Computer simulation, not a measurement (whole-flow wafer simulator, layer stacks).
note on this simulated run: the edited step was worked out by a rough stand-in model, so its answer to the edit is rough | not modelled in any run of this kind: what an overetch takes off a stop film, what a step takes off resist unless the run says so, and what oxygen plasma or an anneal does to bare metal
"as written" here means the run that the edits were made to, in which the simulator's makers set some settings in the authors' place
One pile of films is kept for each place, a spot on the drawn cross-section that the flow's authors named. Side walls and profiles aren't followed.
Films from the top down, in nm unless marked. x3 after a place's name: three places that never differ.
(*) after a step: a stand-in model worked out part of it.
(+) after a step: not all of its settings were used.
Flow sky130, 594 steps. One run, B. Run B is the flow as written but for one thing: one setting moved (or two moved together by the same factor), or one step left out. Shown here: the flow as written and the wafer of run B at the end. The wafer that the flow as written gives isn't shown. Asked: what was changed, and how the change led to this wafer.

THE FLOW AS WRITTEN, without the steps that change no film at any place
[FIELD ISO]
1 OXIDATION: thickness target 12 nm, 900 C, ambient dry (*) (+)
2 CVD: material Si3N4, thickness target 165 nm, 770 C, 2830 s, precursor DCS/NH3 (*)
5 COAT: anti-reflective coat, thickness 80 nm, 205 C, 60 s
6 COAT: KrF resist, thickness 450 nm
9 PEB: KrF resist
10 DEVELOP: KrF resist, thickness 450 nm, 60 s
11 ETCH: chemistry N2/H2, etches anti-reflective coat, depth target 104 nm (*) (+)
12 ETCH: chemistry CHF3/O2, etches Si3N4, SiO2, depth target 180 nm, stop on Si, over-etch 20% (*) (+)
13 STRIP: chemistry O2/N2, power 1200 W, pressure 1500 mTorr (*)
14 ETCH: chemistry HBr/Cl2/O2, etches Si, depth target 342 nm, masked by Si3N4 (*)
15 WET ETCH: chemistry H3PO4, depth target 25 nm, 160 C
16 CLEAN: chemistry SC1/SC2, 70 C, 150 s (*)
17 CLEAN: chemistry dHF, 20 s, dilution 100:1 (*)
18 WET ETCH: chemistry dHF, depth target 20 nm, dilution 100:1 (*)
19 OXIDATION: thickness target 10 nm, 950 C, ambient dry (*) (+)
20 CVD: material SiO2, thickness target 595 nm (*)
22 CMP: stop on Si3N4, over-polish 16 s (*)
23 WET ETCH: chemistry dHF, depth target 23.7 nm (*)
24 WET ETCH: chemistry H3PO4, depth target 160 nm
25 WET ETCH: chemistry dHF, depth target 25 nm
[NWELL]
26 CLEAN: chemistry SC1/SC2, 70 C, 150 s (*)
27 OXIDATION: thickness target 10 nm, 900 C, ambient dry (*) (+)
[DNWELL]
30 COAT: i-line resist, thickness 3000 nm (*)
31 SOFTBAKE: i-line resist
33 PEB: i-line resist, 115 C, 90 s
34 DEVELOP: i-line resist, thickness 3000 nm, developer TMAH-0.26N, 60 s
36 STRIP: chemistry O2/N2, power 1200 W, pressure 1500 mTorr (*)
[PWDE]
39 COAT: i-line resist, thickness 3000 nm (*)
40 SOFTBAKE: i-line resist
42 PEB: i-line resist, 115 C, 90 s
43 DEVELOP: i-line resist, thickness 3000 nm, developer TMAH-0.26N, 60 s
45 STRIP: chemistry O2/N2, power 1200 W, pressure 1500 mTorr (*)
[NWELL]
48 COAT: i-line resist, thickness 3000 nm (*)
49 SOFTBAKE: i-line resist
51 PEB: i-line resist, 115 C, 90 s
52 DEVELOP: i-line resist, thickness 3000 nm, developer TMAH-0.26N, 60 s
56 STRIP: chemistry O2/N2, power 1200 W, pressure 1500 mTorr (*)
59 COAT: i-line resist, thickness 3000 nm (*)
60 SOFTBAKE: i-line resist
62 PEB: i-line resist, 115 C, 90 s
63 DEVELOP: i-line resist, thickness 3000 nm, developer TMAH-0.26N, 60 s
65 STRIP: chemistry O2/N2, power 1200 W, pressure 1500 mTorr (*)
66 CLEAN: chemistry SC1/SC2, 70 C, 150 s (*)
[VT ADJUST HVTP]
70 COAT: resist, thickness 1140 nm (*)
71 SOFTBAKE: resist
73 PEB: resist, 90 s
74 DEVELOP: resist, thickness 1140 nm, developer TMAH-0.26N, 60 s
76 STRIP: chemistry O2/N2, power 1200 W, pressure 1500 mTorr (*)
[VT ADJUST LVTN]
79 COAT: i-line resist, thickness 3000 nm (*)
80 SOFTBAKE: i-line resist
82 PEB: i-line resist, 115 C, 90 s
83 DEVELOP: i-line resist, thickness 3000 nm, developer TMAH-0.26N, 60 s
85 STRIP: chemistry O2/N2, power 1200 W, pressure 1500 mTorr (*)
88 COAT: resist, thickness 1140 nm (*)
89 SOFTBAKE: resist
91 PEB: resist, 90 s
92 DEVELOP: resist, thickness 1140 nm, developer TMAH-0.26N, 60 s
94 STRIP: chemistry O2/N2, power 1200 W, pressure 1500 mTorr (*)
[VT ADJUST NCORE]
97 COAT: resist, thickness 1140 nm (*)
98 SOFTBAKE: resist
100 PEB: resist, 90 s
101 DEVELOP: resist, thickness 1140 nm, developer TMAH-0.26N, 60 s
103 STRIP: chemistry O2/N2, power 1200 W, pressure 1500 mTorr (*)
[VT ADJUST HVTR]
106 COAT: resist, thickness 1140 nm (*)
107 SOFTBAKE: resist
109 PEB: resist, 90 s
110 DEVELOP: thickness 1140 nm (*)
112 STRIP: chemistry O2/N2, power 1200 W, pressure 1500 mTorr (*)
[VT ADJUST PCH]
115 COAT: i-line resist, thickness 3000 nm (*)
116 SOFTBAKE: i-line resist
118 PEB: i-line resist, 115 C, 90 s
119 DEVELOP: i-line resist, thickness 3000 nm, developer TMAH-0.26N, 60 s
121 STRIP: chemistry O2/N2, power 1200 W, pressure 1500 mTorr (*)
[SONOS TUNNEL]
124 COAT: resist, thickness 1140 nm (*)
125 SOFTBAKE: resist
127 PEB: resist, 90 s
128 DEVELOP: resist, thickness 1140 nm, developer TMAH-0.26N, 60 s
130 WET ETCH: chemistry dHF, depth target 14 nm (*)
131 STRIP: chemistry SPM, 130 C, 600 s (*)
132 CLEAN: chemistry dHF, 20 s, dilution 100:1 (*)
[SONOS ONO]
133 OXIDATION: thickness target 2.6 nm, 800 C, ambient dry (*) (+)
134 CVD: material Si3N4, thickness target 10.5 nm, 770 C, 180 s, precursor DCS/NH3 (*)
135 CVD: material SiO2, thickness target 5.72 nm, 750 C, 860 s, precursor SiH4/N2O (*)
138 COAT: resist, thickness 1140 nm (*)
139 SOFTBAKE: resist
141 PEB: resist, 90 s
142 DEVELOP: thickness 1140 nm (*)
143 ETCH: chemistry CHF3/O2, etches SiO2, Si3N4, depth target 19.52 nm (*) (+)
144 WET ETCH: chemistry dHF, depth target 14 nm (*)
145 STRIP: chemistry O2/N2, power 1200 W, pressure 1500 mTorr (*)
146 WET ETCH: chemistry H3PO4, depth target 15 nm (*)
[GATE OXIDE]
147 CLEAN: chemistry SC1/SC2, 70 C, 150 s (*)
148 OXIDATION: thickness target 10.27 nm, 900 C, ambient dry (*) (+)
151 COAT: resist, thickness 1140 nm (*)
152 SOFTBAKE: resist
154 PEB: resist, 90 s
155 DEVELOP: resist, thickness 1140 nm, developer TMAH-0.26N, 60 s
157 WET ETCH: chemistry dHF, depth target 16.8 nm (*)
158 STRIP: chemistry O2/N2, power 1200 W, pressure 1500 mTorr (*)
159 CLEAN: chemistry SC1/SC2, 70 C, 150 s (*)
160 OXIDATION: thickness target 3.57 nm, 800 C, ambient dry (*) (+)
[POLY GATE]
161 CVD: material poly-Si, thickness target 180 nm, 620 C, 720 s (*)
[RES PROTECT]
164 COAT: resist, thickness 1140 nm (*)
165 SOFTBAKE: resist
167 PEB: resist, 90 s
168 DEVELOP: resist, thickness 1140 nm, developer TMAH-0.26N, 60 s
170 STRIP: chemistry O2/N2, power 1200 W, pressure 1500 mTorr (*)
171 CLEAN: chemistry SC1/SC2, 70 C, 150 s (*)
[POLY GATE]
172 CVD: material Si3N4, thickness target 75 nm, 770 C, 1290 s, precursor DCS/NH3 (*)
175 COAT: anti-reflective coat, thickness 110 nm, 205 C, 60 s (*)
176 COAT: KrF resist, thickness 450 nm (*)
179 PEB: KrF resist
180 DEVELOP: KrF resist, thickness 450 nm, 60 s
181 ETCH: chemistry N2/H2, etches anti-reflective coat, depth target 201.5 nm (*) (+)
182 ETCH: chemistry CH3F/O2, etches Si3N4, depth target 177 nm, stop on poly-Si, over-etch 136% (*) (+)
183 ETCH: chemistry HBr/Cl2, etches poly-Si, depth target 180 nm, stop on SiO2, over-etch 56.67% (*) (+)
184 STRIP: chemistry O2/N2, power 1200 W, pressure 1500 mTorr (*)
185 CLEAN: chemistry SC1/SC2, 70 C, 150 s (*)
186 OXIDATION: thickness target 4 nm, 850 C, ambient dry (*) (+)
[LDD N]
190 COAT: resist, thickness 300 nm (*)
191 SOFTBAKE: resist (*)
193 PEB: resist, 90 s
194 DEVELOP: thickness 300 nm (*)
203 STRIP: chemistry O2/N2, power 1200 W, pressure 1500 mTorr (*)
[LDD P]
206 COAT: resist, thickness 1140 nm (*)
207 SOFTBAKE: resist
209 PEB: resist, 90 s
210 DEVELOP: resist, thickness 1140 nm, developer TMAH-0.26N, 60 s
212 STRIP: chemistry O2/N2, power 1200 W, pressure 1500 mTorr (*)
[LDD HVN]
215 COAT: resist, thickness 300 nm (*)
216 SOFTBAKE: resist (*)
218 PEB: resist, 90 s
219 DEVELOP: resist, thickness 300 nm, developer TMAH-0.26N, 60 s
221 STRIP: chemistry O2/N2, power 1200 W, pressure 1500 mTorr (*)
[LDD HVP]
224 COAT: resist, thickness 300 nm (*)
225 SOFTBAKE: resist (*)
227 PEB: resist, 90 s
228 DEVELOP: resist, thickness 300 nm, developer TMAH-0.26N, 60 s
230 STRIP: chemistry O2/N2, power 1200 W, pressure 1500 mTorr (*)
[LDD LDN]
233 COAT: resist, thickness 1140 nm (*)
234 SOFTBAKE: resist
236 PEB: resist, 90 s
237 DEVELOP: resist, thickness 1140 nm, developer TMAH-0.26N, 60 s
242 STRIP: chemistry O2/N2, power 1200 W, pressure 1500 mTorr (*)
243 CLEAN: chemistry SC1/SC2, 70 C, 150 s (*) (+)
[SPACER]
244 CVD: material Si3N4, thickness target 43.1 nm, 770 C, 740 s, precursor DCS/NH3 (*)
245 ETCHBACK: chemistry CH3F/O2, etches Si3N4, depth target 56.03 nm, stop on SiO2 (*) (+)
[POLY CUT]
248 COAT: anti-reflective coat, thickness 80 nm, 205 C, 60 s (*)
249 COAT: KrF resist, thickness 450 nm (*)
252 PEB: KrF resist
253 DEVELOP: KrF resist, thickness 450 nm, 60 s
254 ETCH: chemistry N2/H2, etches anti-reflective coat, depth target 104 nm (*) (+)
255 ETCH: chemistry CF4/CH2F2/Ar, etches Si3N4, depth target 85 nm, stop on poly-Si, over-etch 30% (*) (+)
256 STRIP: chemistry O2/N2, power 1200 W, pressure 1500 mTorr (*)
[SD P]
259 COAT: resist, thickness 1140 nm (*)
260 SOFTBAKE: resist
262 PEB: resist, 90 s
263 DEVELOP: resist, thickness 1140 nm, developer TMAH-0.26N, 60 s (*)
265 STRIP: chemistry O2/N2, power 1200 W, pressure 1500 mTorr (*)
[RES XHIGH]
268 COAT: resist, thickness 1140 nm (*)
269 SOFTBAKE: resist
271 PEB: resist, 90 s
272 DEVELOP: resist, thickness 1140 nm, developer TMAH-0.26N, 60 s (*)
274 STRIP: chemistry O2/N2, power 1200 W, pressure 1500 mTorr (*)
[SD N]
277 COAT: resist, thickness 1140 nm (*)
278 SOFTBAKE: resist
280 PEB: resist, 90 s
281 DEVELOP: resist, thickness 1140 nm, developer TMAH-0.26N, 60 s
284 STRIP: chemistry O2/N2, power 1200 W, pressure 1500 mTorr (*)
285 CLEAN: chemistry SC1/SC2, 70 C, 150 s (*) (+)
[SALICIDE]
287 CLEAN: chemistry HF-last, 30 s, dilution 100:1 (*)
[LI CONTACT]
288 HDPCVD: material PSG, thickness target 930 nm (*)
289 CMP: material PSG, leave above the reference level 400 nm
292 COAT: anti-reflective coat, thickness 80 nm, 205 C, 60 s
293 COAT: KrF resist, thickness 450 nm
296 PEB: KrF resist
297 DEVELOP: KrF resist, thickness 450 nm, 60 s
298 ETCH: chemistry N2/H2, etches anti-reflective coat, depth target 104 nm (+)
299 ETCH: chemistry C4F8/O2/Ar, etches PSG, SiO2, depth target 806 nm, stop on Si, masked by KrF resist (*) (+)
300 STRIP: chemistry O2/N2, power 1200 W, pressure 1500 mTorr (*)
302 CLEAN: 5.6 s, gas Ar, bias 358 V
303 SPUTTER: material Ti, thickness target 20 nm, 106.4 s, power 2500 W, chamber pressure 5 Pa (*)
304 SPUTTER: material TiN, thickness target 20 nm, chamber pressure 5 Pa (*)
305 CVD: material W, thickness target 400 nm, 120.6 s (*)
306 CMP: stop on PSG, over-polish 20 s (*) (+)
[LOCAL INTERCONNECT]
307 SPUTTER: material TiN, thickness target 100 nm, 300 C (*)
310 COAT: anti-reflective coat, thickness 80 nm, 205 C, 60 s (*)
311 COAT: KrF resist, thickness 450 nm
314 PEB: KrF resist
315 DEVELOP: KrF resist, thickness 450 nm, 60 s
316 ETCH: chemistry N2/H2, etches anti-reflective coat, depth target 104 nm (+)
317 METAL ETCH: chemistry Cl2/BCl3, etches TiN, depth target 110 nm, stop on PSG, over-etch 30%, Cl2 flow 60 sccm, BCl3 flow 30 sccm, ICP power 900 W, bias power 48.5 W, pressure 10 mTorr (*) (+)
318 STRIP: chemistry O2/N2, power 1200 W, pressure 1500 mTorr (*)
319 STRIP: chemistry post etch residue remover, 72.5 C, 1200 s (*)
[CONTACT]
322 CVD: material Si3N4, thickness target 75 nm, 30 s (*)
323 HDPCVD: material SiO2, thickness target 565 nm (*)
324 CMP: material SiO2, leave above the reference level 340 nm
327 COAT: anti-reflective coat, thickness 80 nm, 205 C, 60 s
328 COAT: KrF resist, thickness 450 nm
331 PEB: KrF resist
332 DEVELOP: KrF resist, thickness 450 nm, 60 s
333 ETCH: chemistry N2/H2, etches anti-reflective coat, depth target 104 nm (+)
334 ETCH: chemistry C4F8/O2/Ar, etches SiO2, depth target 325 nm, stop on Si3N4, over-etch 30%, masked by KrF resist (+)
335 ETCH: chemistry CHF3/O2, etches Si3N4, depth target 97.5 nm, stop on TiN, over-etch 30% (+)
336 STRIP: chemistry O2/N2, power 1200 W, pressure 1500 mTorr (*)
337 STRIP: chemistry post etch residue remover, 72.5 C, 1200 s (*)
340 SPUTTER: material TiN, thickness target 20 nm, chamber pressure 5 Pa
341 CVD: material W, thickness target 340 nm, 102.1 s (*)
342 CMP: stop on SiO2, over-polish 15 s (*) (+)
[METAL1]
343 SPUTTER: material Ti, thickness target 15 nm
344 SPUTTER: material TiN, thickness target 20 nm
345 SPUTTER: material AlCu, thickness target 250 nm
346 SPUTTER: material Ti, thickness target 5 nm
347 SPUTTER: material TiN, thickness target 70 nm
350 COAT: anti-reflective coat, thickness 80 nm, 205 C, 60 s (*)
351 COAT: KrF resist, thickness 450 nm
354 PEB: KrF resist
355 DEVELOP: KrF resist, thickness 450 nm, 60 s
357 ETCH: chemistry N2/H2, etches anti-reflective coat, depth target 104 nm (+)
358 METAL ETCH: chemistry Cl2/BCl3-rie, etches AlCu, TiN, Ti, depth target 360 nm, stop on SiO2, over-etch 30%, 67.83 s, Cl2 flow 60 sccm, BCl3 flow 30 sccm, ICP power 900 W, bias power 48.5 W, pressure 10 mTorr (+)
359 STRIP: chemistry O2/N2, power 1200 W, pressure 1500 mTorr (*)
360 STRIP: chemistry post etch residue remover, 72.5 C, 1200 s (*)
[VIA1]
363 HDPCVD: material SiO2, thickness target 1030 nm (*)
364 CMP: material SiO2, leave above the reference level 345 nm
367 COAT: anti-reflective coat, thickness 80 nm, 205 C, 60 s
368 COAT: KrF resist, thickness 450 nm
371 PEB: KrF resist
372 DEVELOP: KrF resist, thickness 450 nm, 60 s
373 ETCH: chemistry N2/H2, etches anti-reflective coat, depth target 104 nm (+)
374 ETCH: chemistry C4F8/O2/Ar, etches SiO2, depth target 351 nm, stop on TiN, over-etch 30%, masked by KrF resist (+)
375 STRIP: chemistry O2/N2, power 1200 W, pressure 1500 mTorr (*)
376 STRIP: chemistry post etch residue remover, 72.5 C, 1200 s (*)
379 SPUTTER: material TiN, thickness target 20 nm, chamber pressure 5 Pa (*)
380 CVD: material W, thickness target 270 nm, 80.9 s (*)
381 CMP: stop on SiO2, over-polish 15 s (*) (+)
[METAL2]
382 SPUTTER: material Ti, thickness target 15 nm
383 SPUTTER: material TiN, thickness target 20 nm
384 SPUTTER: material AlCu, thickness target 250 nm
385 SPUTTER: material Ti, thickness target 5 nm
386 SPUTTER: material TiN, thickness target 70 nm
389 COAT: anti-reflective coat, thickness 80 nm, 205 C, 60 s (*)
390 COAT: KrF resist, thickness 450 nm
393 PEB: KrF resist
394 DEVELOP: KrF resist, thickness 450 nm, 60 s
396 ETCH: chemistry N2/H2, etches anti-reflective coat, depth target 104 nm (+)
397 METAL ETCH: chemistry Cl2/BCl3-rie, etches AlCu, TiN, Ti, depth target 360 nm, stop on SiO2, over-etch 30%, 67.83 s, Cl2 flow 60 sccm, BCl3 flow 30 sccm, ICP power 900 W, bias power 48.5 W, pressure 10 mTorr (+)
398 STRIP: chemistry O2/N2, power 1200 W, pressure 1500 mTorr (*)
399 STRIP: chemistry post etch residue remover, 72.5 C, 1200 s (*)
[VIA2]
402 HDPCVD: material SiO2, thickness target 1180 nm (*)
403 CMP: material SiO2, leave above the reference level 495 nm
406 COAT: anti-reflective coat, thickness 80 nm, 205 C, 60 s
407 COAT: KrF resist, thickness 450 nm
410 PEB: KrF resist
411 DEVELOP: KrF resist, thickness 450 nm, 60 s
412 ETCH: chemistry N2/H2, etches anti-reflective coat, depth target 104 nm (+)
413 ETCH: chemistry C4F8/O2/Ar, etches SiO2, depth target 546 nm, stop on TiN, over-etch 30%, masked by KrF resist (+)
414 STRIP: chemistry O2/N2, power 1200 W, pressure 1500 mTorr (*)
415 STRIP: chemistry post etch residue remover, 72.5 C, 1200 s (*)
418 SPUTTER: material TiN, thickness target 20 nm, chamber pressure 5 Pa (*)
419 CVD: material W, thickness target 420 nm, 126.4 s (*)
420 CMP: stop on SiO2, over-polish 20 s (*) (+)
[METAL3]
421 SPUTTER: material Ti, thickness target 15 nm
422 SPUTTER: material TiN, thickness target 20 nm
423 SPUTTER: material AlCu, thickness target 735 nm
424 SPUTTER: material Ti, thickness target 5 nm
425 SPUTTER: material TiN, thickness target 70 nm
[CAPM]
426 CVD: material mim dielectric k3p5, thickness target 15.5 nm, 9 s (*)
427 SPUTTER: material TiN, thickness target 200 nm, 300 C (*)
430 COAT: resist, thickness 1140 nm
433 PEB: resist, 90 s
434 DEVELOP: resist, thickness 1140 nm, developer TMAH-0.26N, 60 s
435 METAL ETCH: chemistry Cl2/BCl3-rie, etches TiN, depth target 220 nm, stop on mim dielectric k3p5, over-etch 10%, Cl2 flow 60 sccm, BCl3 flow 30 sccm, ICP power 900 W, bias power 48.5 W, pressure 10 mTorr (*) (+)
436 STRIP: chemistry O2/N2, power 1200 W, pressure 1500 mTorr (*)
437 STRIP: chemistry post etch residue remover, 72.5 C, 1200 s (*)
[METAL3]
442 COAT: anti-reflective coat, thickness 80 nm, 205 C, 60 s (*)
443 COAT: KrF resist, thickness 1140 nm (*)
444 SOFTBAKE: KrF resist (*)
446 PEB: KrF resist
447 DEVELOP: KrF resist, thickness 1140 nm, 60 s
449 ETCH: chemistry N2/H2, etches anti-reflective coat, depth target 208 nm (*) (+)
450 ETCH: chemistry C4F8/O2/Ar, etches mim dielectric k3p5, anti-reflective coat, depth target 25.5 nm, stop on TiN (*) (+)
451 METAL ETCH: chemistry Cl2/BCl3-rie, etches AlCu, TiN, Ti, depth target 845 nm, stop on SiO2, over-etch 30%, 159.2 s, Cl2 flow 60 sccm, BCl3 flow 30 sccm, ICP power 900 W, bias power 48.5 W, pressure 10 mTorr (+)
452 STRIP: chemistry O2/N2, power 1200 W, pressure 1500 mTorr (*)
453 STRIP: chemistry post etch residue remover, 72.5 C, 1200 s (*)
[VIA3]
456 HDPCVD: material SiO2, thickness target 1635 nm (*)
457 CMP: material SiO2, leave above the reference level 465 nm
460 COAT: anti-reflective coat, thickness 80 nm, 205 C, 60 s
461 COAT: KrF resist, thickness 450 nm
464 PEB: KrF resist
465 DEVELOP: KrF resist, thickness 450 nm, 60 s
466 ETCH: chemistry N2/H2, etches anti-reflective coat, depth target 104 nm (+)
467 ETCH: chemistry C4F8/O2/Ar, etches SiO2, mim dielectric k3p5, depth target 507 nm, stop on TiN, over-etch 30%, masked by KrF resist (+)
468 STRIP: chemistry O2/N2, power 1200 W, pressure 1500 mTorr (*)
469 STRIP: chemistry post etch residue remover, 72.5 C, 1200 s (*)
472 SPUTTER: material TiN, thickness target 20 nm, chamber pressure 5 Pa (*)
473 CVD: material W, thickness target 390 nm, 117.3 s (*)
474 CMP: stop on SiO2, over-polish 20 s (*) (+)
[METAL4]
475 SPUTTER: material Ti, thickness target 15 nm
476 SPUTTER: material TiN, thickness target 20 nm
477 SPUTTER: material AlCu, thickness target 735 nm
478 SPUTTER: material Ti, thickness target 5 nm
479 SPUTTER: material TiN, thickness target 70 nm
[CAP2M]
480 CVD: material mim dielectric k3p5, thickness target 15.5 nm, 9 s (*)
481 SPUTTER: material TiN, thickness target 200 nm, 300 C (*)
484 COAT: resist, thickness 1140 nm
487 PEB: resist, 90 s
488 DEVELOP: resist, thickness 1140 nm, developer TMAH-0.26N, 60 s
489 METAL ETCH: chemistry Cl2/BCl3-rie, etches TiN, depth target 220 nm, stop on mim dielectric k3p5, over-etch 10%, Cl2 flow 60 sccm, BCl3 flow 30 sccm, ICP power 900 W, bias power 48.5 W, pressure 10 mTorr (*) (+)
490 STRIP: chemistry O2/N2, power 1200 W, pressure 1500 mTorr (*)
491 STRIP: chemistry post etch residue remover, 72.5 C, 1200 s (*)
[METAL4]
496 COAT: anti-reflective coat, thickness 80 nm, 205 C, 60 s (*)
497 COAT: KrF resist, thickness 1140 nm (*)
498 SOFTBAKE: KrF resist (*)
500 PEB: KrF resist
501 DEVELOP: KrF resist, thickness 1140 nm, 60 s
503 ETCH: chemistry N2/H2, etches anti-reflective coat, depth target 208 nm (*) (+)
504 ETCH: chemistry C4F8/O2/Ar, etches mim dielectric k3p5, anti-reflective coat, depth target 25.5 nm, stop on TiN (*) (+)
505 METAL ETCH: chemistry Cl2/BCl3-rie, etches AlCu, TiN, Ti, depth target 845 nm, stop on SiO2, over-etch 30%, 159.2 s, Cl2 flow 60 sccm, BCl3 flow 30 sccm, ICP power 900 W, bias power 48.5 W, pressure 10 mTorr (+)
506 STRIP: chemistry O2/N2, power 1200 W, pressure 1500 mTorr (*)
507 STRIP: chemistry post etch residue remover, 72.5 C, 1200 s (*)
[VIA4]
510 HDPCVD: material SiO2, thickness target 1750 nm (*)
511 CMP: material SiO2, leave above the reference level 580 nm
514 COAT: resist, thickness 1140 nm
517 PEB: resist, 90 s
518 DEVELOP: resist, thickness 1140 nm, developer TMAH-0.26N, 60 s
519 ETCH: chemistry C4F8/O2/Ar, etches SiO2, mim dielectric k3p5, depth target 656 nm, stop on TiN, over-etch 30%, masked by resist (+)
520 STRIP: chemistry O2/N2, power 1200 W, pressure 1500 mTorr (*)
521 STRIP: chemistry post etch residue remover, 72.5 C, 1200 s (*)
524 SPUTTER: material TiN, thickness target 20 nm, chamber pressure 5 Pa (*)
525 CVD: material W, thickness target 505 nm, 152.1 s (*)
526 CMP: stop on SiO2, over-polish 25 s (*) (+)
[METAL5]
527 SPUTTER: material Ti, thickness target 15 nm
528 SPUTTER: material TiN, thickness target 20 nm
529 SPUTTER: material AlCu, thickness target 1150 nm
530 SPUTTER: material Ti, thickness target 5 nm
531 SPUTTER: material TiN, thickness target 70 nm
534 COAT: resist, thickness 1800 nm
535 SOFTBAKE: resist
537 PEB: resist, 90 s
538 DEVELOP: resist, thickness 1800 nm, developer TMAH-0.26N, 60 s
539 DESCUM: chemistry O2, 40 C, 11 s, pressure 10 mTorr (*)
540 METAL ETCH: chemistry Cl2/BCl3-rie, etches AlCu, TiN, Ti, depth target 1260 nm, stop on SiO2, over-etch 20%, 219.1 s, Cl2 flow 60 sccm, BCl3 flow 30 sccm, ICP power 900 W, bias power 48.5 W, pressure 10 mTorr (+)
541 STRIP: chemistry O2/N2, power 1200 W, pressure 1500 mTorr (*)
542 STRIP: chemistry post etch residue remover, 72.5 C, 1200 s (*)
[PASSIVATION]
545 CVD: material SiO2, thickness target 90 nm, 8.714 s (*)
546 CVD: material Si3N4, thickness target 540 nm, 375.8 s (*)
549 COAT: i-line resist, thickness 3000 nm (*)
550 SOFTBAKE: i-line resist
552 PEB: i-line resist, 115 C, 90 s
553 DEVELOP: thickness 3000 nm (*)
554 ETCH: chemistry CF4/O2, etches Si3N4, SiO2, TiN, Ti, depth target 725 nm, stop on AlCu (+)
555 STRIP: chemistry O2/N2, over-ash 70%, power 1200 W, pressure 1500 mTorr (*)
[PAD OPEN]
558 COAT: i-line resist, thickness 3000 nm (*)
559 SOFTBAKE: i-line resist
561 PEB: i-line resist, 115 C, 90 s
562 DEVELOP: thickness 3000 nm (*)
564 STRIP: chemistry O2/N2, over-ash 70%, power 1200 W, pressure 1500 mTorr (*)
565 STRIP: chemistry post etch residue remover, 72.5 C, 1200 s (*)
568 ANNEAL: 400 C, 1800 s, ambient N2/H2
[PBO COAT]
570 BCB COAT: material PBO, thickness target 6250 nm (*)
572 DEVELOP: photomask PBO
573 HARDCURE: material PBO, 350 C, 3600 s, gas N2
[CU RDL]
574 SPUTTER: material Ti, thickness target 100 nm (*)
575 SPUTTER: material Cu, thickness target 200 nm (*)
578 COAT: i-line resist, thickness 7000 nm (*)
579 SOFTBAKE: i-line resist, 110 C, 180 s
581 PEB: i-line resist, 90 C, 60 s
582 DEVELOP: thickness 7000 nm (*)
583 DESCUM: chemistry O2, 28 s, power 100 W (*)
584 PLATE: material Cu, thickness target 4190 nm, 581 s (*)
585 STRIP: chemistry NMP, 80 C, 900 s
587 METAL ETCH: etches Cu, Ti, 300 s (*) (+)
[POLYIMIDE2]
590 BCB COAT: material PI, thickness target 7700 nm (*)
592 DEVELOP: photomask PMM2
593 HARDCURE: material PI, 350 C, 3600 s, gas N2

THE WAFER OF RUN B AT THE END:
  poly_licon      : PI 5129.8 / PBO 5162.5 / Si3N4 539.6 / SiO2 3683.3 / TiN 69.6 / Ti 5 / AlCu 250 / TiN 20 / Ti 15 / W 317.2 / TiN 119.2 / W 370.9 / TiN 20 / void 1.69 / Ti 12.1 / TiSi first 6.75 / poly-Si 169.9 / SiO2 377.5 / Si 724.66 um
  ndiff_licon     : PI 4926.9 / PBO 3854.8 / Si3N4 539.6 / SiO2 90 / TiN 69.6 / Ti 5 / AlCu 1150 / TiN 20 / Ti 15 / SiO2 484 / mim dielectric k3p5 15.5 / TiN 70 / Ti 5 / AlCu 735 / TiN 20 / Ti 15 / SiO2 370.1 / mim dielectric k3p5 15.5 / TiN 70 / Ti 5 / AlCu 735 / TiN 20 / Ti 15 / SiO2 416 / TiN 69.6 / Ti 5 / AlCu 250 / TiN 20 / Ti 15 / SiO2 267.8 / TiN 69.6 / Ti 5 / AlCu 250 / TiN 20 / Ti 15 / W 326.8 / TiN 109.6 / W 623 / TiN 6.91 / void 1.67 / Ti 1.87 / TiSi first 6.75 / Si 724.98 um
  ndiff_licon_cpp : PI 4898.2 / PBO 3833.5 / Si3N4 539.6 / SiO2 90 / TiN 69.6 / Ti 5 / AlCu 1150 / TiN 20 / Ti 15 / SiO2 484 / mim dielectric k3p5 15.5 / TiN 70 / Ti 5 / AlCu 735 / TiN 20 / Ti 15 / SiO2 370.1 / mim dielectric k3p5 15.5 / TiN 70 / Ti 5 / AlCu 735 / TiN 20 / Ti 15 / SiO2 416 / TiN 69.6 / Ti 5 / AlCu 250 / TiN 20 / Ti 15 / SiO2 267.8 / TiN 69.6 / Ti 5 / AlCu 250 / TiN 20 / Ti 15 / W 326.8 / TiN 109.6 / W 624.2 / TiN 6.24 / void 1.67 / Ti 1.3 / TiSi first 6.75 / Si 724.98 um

The cause: step 303, SPUTTER: thickness target 16 nm was run, where the flow has thickness target 20 nm.

How the change led to this, step by step:
  303 SPUTTER: material Ti, thickness target 20 nm, 106.4 s, power 2500 W, chamber pressure 5 Pa (*)
      field, active, n_well and 185 more: Ti +16 (new film) (as written it would be: Ti +20 (new film))
      ndiff_licon: Ti +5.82 (new film) (as written it would be: Ti +7.24 (new film))
      (and at 2 more places)
  306 CMP: stop on PSG, over-polish 20 s (*) (+)
      field, active, n_well and 184 more: W -400 (all of it), TiN -20 (all of it), Ti -16 (all of it), PSG -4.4 (as written it would be: W -400 (all of it), TiN -20 (all of it), Ti -20 (all of it), PSG -4.4)
      poly_licon: W -29.1 (as written it would be: W -33.1)
